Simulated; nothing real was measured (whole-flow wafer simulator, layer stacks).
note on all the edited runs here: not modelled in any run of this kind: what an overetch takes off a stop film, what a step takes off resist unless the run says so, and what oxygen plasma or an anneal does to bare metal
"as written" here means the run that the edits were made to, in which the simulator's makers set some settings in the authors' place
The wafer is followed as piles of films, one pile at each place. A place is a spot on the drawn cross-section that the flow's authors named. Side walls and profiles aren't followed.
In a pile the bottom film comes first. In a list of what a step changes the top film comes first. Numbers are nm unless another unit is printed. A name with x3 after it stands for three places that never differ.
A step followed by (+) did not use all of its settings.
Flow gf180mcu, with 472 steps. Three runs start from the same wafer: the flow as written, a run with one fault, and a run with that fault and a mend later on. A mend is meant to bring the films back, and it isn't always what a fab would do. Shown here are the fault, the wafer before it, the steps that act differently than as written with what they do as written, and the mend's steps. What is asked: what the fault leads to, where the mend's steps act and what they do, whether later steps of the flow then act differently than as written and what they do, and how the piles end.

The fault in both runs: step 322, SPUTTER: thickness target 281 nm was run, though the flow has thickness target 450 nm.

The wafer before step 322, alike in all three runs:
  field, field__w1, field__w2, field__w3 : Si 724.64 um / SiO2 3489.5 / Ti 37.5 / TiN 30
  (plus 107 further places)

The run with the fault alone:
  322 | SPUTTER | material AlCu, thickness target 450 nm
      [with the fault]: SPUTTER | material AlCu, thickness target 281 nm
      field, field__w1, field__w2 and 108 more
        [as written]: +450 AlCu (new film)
        [with the fault]: +281 AlCu (new film)
  Steps later in the flow that act otherwise than as written (1 more step, not shown, differs only slightly: by at most 2% or 0.5 nm, whichever is larger):
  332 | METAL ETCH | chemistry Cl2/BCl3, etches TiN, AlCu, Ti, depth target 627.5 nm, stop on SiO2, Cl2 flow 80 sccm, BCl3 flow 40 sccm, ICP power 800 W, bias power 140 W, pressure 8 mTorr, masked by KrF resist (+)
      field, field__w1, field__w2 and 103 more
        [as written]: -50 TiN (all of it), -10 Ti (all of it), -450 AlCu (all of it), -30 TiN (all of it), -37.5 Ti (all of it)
        [with the fault]: -50 TiN (all of it), -10 Ti (all of it), -281 AlCu (all of it), -30 TiN (all of it), -37.5 Ti (all of it)
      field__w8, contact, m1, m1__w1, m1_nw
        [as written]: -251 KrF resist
        [with the fault]: -245.1 KrF resist
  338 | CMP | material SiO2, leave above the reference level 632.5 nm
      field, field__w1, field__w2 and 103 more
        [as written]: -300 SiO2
        [with the fault]: -469 SiO2
  At field, field__w1, field__w2 and 109 more, the piles at the end differ from the flow's by more than 2% or 0.5 nm, whichever is larger.
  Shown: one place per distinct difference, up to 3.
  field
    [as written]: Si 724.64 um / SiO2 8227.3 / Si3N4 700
    [with the fault]: Si 724.64 um / SiO2 8058.3 / Si3N4 700
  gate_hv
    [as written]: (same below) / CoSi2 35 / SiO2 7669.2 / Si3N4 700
    [with the fault]: (same below) / CoSi2 35 / SiO2 7500.2 / Si3N4 700
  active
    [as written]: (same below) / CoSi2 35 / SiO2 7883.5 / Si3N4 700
    [with the fault]: (same below) / CoSi2 35 / SiO2 7714.5 / Si3N4 700

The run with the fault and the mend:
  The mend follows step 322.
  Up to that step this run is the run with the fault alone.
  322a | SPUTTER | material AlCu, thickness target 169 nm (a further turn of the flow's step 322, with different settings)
      field, field__w1, field__w2 and 108 more
        +169 AlCu
  Later steps of the flow that are run all act as written at every place that is followed.
  The piles end the same as the flow's at every place that both follow.
